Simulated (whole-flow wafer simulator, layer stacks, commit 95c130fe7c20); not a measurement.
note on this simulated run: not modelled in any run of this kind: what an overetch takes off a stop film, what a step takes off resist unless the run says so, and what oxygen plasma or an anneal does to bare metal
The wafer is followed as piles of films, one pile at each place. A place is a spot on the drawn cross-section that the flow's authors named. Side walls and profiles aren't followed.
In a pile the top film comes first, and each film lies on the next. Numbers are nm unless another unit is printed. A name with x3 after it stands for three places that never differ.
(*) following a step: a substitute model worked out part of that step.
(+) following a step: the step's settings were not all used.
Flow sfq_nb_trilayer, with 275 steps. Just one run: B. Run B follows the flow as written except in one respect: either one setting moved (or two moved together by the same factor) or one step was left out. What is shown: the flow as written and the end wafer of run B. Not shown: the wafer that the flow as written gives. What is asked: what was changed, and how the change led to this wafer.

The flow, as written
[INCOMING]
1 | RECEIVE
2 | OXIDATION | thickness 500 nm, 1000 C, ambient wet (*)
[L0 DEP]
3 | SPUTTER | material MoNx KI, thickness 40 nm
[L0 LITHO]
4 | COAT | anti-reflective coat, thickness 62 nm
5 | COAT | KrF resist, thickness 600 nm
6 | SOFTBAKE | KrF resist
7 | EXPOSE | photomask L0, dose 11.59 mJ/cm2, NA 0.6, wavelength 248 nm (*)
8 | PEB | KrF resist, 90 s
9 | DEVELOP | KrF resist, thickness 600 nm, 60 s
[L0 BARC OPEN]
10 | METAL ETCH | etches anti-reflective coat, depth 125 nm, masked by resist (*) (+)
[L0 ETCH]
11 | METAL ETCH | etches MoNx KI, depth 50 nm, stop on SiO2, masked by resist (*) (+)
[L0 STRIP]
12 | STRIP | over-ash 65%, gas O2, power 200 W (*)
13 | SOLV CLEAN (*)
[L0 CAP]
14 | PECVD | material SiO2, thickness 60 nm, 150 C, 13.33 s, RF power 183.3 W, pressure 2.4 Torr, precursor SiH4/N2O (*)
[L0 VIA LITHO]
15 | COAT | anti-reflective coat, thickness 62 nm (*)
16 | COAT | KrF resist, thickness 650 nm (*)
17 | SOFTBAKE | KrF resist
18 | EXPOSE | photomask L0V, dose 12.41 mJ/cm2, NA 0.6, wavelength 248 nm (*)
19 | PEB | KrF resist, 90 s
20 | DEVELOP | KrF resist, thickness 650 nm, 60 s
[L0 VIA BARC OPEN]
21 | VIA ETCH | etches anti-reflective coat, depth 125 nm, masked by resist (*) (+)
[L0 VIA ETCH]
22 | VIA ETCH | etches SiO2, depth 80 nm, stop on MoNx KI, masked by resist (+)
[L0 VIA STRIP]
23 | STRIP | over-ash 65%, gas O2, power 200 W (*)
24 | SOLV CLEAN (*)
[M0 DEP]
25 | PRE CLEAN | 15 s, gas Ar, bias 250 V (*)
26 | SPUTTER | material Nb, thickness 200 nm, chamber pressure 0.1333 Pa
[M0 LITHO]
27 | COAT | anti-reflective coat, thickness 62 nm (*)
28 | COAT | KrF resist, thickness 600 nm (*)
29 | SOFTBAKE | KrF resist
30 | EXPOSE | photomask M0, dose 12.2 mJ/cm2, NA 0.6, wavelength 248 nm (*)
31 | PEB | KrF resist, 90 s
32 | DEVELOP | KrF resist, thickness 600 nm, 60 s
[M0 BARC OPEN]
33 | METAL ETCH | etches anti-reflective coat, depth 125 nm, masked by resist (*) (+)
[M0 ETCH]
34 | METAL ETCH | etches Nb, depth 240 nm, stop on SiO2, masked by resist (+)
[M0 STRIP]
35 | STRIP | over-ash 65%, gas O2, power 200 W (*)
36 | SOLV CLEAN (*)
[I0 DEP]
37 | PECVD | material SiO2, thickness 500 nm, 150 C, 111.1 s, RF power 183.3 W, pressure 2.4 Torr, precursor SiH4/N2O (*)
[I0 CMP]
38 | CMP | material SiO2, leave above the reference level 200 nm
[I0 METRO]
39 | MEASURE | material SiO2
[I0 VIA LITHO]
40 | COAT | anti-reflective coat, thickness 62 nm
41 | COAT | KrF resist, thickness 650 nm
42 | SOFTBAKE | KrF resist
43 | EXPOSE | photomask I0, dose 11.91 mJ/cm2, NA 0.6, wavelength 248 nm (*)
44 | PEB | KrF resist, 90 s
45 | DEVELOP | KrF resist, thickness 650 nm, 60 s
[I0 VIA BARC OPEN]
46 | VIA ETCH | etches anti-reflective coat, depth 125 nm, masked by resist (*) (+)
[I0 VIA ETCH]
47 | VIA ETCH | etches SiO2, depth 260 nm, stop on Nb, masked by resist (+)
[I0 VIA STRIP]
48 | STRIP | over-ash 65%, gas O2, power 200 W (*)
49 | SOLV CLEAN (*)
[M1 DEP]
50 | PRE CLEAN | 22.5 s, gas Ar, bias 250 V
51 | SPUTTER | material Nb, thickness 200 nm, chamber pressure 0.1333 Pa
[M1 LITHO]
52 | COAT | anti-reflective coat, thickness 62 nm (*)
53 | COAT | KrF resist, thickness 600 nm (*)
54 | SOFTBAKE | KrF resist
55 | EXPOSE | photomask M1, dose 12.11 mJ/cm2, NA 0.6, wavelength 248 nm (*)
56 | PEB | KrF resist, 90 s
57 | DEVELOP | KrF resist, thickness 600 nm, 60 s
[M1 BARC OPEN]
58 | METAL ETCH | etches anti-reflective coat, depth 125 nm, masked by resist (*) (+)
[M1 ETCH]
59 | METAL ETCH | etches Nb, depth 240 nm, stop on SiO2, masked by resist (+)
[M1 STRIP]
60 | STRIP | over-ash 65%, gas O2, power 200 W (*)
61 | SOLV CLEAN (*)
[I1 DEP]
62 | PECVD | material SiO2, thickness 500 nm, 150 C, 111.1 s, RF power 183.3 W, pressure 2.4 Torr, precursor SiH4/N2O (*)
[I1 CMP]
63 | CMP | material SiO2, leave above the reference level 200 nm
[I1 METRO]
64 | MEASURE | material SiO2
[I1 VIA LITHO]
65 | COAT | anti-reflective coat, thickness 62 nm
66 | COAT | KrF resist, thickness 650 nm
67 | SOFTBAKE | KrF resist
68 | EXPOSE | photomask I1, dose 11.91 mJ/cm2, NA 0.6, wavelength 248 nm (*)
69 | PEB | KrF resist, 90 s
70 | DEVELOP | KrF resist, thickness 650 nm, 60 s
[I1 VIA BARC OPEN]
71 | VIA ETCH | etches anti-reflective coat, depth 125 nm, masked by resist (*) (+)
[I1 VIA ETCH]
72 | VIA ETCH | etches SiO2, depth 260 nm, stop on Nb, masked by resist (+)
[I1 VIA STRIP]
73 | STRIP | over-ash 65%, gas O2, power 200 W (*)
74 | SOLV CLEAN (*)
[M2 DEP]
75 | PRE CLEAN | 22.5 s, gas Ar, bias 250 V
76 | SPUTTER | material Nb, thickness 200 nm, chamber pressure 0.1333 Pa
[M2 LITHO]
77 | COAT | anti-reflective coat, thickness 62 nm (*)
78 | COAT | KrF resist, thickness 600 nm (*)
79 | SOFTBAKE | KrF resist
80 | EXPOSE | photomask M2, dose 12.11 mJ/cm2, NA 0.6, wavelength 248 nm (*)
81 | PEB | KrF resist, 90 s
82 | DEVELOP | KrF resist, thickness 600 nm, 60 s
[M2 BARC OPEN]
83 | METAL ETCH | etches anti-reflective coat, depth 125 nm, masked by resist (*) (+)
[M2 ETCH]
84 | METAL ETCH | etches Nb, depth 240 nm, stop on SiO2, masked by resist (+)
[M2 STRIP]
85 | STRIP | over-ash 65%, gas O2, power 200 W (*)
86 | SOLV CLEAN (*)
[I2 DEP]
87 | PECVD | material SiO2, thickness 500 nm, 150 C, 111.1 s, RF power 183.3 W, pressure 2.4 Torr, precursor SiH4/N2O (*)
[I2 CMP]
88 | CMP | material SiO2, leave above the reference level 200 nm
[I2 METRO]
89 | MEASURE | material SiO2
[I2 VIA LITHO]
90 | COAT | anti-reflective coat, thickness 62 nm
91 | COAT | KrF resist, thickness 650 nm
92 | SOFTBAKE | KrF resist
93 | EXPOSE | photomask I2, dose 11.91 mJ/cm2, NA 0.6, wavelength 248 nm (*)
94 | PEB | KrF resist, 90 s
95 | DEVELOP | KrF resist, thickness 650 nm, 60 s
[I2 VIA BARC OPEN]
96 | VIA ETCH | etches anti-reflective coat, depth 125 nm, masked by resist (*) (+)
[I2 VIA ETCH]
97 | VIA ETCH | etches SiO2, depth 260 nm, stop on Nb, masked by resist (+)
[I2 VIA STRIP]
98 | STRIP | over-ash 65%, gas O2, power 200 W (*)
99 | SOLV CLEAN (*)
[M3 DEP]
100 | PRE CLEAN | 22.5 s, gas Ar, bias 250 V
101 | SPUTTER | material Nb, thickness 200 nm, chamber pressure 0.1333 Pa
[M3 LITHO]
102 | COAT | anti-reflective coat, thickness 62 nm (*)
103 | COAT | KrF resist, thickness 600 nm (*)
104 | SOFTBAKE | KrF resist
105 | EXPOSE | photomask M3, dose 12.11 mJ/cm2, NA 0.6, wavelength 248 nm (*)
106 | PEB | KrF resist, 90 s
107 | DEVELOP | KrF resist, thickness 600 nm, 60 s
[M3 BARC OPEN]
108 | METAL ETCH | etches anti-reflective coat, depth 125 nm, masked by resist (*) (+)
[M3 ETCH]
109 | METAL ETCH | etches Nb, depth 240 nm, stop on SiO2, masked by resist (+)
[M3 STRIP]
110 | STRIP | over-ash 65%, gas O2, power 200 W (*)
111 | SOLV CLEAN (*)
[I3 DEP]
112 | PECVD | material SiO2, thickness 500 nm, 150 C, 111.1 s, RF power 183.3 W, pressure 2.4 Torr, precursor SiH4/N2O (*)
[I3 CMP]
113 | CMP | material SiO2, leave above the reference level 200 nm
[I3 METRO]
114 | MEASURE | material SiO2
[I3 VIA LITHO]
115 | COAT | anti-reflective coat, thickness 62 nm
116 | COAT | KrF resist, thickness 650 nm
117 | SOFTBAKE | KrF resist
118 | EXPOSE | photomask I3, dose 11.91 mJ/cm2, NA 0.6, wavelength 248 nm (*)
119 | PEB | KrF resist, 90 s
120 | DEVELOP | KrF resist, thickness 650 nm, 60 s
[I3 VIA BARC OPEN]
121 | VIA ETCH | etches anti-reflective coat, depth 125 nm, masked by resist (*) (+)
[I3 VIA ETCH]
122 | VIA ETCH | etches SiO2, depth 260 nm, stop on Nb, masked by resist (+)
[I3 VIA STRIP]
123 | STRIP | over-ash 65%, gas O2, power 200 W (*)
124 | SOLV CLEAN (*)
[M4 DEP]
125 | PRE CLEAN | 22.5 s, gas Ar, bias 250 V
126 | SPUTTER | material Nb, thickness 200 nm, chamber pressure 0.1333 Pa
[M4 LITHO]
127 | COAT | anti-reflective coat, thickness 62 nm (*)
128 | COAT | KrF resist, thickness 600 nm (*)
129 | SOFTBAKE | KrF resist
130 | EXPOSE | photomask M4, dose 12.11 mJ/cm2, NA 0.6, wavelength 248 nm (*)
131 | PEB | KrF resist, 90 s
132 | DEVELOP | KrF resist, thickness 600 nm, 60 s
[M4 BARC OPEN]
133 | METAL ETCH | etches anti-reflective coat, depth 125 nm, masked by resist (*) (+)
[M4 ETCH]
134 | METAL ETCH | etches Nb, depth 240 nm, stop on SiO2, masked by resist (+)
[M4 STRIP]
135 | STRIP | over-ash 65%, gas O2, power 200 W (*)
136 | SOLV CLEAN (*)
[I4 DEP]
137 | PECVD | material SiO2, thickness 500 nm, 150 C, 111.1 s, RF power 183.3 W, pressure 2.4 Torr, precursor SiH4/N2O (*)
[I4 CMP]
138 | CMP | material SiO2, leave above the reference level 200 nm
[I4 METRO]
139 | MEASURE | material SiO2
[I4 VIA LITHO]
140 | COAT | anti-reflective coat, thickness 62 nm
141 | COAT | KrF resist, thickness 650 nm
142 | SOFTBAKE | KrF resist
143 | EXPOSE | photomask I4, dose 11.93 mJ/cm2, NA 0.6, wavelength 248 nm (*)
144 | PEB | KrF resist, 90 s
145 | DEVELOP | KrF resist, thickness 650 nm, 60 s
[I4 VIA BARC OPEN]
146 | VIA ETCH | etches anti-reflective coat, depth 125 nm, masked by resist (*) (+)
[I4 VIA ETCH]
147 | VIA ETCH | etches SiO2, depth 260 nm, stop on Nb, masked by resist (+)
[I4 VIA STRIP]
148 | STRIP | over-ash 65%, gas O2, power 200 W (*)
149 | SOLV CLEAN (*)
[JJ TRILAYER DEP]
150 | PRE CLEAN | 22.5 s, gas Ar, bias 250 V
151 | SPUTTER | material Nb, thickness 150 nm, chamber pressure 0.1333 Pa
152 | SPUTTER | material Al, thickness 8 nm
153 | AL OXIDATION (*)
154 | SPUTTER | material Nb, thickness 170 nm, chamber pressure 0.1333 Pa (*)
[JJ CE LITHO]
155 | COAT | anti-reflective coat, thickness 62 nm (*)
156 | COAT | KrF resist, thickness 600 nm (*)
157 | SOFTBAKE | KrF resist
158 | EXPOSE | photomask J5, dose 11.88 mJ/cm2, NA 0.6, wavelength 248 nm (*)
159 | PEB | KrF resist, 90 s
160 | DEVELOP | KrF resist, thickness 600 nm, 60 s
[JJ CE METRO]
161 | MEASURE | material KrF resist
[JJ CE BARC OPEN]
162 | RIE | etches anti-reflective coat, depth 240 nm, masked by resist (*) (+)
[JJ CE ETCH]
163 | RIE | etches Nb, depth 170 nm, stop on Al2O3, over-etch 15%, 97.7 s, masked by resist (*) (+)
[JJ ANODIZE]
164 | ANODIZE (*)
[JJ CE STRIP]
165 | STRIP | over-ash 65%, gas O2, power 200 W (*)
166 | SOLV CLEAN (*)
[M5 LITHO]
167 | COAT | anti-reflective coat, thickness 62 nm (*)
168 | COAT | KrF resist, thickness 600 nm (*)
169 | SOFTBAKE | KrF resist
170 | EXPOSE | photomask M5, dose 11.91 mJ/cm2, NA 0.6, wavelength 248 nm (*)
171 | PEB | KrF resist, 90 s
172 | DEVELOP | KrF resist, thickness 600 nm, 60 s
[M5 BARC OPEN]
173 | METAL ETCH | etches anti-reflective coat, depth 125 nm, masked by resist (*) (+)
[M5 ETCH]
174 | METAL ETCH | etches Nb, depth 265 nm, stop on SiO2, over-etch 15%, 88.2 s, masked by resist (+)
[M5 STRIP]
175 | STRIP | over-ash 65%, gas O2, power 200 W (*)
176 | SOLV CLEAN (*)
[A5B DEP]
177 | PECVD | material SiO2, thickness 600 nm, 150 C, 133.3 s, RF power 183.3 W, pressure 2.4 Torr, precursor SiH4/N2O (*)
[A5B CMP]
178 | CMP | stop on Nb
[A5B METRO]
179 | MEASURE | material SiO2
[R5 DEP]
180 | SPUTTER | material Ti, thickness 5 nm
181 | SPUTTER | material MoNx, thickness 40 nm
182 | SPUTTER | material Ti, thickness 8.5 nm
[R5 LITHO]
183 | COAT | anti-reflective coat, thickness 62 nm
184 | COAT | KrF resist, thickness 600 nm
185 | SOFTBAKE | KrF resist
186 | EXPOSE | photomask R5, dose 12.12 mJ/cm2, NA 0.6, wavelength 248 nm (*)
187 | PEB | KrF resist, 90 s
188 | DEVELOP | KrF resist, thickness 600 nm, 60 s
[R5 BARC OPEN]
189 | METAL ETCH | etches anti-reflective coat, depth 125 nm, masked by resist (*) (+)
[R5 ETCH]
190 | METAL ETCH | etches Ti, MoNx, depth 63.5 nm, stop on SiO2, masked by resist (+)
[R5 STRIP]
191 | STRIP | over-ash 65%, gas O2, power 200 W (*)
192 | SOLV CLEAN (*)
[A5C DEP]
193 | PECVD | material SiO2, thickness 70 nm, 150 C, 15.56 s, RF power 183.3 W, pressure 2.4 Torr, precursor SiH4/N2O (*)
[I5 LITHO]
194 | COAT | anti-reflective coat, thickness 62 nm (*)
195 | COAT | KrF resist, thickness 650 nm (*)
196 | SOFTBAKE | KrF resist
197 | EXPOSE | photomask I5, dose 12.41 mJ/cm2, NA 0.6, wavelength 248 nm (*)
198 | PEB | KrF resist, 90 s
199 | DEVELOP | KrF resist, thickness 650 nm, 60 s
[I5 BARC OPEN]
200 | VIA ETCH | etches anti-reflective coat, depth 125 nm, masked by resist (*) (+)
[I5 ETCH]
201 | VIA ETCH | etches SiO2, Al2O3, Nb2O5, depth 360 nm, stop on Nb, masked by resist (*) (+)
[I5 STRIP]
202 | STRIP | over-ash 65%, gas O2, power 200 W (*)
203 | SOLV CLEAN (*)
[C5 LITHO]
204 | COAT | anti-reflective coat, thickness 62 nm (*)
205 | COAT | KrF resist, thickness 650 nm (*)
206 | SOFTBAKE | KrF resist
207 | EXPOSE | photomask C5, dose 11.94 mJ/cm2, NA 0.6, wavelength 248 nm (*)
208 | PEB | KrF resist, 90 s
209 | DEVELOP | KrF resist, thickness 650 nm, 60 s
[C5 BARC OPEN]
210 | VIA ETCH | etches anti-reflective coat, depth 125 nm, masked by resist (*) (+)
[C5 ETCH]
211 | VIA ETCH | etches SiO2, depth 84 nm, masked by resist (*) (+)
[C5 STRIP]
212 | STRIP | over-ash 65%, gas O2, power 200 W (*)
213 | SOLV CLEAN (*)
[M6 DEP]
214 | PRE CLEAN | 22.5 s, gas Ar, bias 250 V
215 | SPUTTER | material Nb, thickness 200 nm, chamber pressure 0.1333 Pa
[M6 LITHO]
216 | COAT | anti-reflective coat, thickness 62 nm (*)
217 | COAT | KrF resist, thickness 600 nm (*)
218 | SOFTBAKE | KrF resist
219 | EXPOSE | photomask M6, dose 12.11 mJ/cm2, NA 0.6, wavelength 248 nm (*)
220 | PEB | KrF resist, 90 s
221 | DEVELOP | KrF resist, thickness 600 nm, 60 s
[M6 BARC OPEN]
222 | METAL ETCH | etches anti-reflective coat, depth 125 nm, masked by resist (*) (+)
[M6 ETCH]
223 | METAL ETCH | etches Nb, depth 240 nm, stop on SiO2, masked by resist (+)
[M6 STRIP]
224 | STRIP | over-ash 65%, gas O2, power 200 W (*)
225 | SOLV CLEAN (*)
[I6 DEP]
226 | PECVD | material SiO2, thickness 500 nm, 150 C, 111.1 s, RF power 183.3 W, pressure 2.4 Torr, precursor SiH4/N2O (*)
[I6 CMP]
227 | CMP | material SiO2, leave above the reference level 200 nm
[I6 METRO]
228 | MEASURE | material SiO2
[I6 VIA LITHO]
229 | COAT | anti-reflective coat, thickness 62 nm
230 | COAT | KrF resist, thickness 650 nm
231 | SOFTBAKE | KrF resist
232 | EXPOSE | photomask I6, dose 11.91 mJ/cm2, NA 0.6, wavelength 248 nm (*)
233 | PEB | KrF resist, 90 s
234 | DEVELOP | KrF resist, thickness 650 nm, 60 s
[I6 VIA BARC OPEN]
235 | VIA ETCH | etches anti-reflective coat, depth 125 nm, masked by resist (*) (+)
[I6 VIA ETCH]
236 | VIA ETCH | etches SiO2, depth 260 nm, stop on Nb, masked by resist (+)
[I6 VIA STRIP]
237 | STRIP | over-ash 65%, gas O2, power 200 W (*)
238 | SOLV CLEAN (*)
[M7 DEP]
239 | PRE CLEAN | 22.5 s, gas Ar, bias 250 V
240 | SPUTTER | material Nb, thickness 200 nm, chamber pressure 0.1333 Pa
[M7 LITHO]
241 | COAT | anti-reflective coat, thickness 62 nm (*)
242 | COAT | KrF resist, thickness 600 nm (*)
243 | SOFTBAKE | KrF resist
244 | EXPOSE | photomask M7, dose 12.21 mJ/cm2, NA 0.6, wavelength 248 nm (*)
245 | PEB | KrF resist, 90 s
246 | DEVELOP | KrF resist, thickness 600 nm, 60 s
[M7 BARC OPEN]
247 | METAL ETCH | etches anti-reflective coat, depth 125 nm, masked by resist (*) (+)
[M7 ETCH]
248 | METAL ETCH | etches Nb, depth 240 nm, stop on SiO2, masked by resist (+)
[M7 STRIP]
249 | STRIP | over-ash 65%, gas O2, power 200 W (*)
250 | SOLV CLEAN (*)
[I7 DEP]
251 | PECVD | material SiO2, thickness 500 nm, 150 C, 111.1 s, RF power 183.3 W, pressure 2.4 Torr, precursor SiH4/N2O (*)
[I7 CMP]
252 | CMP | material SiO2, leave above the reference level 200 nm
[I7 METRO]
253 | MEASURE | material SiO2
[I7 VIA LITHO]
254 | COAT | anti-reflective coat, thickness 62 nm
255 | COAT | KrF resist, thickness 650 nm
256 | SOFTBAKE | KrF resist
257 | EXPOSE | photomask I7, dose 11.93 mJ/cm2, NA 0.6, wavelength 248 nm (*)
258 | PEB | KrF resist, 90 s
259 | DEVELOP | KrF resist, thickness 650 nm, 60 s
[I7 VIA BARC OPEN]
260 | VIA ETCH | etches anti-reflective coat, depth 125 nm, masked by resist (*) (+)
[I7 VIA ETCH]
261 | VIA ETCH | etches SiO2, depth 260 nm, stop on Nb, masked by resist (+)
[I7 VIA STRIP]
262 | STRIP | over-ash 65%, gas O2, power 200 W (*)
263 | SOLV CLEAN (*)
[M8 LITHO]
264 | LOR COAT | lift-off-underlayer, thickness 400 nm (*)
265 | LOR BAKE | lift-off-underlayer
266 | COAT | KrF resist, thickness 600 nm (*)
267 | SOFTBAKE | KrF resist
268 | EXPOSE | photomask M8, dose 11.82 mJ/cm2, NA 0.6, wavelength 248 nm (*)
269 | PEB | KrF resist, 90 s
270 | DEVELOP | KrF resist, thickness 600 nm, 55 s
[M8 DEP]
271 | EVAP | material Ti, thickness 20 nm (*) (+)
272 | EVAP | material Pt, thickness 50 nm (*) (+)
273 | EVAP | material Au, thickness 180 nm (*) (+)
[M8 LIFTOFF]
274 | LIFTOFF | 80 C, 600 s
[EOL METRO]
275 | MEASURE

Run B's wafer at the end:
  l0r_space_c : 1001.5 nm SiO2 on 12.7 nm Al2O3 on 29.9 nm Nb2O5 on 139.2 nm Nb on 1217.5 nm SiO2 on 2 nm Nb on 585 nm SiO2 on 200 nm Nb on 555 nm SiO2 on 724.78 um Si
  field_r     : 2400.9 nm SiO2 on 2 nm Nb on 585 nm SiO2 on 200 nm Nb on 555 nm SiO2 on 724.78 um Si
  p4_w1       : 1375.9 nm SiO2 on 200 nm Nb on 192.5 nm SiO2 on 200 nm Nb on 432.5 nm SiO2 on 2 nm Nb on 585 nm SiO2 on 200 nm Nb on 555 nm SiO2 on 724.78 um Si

The reason: step 76, SPUTTER: thickness 242 nm was run, whereas the flow has thickness 200 nm.

How this came from the change, step by step:
  76 | SPUTTER | material Nb, thickness 200 nm, chamber pressure 0.1333 Pa
      field_l, v_sur, via_wl and 102 more: +242 Nb (new film) (it would be, as written: +200 Nb (new film))
      via_v: +211.7 Nb (it would be, as written: +174.5 Nb)
  84 | METAL ETCH | etches Nb, depth 240 nm, stop on SiO2, masked by resist (+)
      field_l, be, be_sur and 81 more: -240 Nb (it would be, as written: -200 Nb (all of it))
  87 | PECVD | material SiO2, thickness 500 nm, 150 C, 111.1 s, RF power 183.3 W, pressure 2.4 Torr, precursor SiH4/N2O (*)
      field_l, be, be_sur and 81 more: +500 SiO2 (new film) (it would be, as written: +500 SiO2)
      via_v: +586.4 SiO2 (new film) (it would be, as written: +606 SiO2 (new film))
  88 | CMP | material SiO2, leave above the reference level 200 nm
      field_l, be, be_sur and 81 more: -60 SiO2 (it would be, as written: -100 SiO2)
      via_v: -157.1 SiO2 (it would be, as written: -181.6 SiO2)
If metal films that touch count as one body, l0r_space_c has 3 bodies (between them, from the top down: SiO2 1217.5; SiO2 585); the flow as written gives 2 bodies (between them, from the top down: SiO2 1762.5).
If metal films that touch count as one body, field_r has 2 bodies (between them, from the top down: SiO2 585); the flow as written gives 1 body.
If metal films that touch count as one body, p4_w1 has 4 bodies (between them, from the top down: SiO2 192.5; SiO2 432.5; SiO2 585); the flow as written gives 3 bodies (between them, from the top down: SiO2 192.5; SiO2 977.5).
